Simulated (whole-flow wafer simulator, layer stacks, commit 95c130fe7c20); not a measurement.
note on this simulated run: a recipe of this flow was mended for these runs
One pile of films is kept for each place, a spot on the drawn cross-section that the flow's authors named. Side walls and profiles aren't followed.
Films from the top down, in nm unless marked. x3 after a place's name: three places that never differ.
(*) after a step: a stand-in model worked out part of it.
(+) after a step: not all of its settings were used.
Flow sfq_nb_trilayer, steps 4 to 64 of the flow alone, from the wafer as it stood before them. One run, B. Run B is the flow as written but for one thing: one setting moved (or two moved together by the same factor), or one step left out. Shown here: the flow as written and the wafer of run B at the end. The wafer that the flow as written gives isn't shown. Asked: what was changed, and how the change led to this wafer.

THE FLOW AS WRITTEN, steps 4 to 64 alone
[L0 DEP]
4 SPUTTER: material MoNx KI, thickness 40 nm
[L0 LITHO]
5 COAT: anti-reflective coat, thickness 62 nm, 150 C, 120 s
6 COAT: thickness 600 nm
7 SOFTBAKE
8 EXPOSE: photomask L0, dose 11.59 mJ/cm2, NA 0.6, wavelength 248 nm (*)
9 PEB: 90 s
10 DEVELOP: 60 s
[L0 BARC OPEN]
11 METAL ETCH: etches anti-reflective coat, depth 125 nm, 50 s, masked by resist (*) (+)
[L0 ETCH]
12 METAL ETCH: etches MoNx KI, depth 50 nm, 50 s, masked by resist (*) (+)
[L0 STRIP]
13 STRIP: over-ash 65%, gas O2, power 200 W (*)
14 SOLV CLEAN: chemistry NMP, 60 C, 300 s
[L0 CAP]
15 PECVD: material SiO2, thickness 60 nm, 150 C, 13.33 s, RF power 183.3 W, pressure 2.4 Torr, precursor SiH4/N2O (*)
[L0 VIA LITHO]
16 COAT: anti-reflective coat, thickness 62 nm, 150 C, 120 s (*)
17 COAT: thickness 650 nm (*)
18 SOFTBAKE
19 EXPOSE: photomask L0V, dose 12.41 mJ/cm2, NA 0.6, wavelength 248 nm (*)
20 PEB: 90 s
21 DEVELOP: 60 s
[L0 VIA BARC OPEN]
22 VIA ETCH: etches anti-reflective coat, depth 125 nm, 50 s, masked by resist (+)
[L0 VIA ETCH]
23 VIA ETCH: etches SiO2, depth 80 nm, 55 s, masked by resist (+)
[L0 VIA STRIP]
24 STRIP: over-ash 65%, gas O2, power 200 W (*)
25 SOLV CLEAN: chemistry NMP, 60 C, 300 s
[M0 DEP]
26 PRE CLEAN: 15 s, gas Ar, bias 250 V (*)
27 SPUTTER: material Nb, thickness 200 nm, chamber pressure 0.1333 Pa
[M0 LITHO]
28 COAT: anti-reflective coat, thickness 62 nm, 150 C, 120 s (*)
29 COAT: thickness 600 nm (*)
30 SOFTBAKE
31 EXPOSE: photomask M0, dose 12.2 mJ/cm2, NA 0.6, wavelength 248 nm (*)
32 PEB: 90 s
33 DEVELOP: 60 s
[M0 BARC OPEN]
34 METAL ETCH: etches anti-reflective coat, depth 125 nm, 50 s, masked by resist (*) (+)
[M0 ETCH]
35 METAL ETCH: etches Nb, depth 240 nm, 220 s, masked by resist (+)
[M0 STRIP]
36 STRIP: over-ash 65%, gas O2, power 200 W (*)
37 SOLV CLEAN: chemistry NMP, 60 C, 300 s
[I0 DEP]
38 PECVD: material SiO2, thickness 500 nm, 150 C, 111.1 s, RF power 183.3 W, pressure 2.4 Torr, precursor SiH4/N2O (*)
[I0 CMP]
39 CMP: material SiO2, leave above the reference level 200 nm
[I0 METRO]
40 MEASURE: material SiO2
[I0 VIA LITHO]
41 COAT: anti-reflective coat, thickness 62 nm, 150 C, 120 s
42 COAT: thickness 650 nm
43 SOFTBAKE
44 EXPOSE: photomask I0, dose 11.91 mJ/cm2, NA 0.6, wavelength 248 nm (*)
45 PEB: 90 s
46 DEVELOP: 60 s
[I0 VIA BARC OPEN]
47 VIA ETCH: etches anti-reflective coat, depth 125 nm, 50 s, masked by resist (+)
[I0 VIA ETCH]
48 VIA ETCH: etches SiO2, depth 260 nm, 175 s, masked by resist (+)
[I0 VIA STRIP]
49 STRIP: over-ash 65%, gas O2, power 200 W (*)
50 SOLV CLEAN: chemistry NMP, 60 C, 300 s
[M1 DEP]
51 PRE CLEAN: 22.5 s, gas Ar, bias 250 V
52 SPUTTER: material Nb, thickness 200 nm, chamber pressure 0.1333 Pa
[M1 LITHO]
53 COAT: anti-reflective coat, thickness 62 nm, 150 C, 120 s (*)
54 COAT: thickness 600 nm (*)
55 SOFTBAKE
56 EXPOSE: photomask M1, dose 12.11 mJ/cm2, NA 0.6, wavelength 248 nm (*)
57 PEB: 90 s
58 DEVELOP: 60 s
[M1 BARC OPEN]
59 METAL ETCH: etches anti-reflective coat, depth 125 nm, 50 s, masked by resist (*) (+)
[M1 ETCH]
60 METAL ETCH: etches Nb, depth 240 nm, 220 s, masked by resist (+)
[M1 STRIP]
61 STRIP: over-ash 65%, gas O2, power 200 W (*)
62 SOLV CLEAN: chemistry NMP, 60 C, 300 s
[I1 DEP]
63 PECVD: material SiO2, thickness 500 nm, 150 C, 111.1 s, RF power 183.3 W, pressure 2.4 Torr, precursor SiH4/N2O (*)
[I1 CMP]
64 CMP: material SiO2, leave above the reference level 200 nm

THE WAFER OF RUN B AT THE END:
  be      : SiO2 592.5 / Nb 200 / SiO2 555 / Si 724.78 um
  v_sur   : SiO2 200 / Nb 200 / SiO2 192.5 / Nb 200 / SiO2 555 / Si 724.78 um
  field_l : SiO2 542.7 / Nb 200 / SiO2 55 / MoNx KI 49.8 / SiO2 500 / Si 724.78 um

The cause: step 4, SPUTTER: thickness 49.75 nm was run, where the flow has thickness 40 nm.
It can be read off the wafer: field_l has MoNx KI 49.8, and step 4 as written asks for 40 nm.

How the change led to this, step by step:
  4 SPUTTER: material MoNx KI, thickness 40 nm
      field_l, v_sur, via_wl and 103 more: MoNx KI +49.8 (new film) (as written it would be: MoNx KI +40 (new film))
  12 METAL ETCH: etches MoNx KI, depth 50 nm, 50 s, masked by resist (*) (+)
      v_sur, via_wl, via_w and 97 more: MoNx KI -49.8 (all of it), SiO2 -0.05 (as written it would be: MoNx KI -40 (all of it), SiO2 -2)
  16 COAT: anti-reflective coat, thickness 62 nm, 150 C, 120 s (*)
      field_l: anti-reflective coat +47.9 (new film) (as written it would be: anti-reflective coat +50 (new film))
      v_sur: anti-reflective coat +81.1 (new film) (as written it would be: anti-reflective coat +78.1 (new film))
      (and at 4 more places)
  24 STRIP: over-ash 65%, gas O2, power 200 W (*)
      field_l: KrF-resist-other-grade -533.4 (all of it), anti-reflective coat -47.9 (all of it) (as written it would be: KrF-resist-other-grade -534.7 (all of it), anti-reflective coat -50 (all of it))
      v_sur: KrF-resist-other-grade -545.1 (all of it), anti-reflective coat -81.1 (all of it) (as written it would be: KrF-resist-other-grade -544.6 (all of it), anti-reflective coat -78.1 (all of it))
      (and at 4 more places)
  28 COAT: anti-reflective coat, thickness 62 nm, 150 C, 120 s (*)
      field_l: anti-reflective coat +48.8 (new film) (as written it would be: anti-reflective coat +50.5 (new film))
      v_sur: anti-reflective coat +81.2 (new film) (as written it would be: anti-reflective coat +78.2 (new film))
      (and at 4 more places)
  36 STRIP: over-ash 65%, gas O2, power 200 W (*)
      field_l: KrF-resist-other-grade -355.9 (all of it), anti-reflective coat -48.8 (all of it) (as written it would be: KrF-resist-other-grade -357.4 (all of it), anti-reflective coat -50.5 (all of it))
      v_sur: KrF-resist-other-grade -368.1 (all of it), anti-reflective coat -81.2 (all of it) (as written it would be: KrF-resist-other-grade -367.4 (all of it), anti-reflective coat -78.2 (all of it))
      (and at 4 more places)
  39 CMP: material SiO2, leave above the reference level 200 nm
      field_l, l0_sur, l0r_line_l, l0r_line_c, l0r_line_r: SiO2 -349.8 (as written it would be: SiO2 -342)
      l0v: SiO2 -285.2 (as written it would be: SiO2 -277.4)
